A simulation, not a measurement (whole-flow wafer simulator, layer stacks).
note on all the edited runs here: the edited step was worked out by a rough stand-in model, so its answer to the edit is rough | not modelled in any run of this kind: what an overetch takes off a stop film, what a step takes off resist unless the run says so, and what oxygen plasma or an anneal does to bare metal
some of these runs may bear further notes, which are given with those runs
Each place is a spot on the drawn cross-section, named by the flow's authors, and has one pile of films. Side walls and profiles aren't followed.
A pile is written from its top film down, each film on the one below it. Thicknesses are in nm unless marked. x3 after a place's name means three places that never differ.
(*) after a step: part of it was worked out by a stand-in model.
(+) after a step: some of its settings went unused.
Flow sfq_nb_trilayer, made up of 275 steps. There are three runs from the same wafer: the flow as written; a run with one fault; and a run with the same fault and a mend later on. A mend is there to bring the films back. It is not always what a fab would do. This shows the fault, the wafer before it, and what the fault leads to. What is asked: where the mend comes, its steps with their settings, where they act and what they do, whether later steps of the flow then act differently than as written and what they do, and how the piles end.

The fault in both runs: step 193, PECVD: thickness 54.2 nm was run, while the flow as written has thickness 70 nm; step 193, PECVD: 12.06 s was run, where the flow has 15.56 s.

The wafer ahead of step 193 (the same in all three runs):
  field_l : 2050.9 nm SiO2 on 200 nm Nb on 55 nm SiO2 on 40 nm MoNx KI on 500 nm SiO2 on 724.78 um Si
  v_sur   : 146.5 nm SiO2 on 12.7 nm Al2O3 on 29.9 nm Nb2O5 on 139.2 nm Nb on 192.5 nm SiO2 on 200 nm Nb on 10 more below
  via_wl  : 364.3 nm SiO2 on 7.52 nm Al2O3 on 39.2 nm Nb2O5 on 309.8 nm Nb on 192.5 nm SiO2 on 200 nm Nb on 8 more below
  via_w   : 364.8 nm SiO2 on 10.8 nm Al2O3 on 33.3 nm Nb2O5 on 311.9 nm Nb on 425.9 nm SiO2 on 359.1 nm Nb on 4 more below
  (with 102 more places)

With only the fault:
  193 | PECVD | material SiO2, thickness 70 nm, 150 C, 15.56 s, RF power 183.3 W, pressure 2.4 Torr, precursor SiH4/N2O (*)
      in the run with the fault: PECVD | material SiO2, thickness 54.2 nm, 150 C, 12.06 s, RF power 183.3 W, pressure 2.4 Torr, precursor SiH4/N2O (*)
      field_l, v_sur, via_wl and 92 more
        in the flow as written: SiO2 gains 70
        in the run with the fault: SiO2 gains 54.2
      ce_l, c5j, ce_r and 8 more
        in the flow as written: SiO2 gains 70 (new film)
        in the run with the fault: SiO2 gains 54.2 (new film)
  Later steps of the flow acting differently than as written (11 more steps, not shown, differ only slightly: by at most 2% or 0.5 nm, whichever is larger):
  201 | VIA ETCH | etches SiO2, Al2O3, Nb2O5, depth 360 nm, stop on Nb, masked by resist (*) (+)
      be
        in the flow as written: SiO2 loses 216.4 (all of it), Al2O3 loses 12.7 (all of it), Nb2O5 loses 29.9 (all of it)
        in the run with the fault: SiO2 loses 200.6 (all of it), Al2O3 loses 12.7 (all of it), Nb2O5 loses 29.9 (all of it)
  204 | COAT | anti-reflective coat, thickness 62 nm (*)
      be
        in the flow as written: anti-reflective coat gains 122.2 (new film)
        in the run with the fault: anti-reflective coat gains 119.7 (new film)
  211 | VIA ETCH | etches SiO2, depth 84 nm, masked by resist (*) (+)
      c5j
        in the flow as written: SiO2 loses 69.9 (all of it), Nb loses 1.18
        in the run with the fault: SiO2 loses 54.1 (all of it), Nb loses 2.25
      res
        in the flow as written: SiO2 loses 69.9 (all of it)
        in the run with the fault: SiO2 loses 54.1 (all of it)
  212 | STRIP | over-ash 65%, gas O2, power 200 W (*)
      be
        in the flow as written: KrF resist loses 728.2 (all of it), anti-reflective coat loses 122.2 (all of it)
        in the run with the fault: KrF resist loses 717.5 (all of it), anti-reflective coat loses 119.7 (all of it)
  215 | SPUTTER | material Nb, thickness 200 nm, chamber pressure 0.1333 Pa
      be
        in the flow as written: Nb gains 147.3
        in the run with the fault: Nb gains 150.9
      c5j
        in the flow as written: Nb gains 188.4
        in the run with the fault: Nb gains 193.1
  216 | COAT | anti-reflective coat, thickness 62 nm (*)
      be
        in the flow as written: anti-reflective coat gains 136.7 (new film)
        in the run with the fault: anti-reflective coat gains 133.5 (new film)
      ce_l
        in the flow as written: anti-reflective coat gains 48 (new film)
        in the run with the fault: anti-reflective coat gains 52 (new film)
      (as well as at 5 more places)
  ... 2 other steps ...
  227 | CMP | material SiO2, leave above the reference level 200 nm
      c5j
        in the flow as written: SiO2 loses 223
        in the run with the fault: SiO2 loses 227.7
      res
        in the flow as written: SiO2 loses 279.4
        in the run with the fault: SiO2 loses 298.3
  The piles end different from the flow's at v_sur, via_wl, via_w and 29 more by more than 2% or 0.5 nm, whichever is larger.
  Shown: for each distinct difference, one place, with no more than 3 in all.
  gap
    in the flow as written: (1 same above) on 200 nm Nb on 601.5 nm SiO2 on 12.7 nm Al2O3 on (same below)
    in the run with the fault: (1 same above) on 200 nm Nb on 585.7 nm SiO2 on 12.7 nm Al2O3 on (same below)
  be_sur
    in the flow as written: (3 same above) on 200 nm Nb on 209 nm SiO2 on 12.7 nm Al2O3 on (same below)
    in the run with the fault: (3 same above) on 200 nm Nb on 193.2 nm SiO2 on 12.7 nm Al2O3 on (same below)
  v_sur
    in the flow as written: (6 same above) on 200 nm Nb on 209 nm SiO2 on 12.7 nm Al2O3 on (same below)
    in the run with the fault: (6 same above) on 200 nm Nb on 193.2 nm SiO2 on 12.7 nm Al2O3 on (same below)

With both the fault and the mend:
  After step 199 comes the mend.
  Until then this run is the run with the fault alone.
  199a | STRIP | over-ash 65%, gas O2, power 200 W (*)
      p4_fl x3, p4_w1 x9, p4_g1 x2 and 33 more
        KrF resist loses 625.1 (all of it), anti-reflective coat loses 62 (all of it)
      wl_b_m5, wl_b_sr, wl_c_sl and 12 more
        KrF resist loses 625 (all of it), anti-reflective coat loses 62 (all of it)
      v_sur, via_wl, via_w
        KrF resist loses 625.7 (all of it), anti-reflective coat loses 62.2 (all of it)
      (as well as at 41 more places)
  199b | PECVD | material SiO2, thickness 15.8 nm, 150 C, 3.511 s, RF power 183.3 W, pressure 2.4 Torr, precursor SiH4/N2O (*) (the flow's step 193, run once more with other settings)
      field_l, v_sur, via_wl and 103 more
        SiO2 gains 15.8
  199c | COAT | anti-reflective coat, thickness 62 nm (*) (the flow's step 194, run once more)
      p4_fl x3, p4_w1 x9, p4_g1 x2 and 50 more
        anti-reflective coat gains 62 (new film)
      via_wr, via_sp, via_v, wire, lsp_r, l0_sur, l0v
        anti-reflective coat gains 62.3 (new film)
      be, be_sur, gap, lsp_m, ln_m6
        anti-reflective coat gains 62.4 (new film)
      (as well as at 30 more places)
  199d | COAT | KrF resist, thickness 650 nm (*) (the flow's step 195, run once more)
      p4_fl x3, p4_w1 x9, p4_g1 x2 and 33 more
        KrF resist gains 650 (new film)
      wl_b_m5, wl_b_sr, wl_c_sl and 12 more
        KrF resist gains 649.9 (new film)
      v_sur, via_wl, via_w
        KrF resist gains 650.6 (new film)
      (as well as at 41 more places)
  199e | SOFTBAKE | KrF resist (the flow's step 196, run once more)
      leaves every film unchanged at each place that is followed
  199f | EXPOSE | photomask I5, dose 12.41 mJ/cm2, NA 0.6, wavelength 248 nm (*) (the flow's step 197, run once more)
      leaves every film unchanged at each place that is followed
  199g | PEB | KrF resist, 90 s (the flow's step 198, run once more)
      field_l, v_sur, via_wl and 87 more
        KrF resist loses 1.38
      jj_sur, ce_l, sp_r, moat, field_r, wl_jj
        KrF resist loses 1.39
      be_r, r_sur, res, r_end
        KrF resist loses 1.33
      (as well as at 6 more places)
  199h | DEVELOP | KrF resist, thickness 650 nm, 60 s (the flow's step 199, run once more)
      field_l, v_sur, via_wl and 102 more
        KrF resist loses 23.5
      be
        KrF resist loses 649.8 (all of it)
  Every later step of the flow that is run acts as written, at every place that is followed, to within 2% or 0.5 nm, whichever is larger.
  The piles end the same as the flow's at every place that both follow.
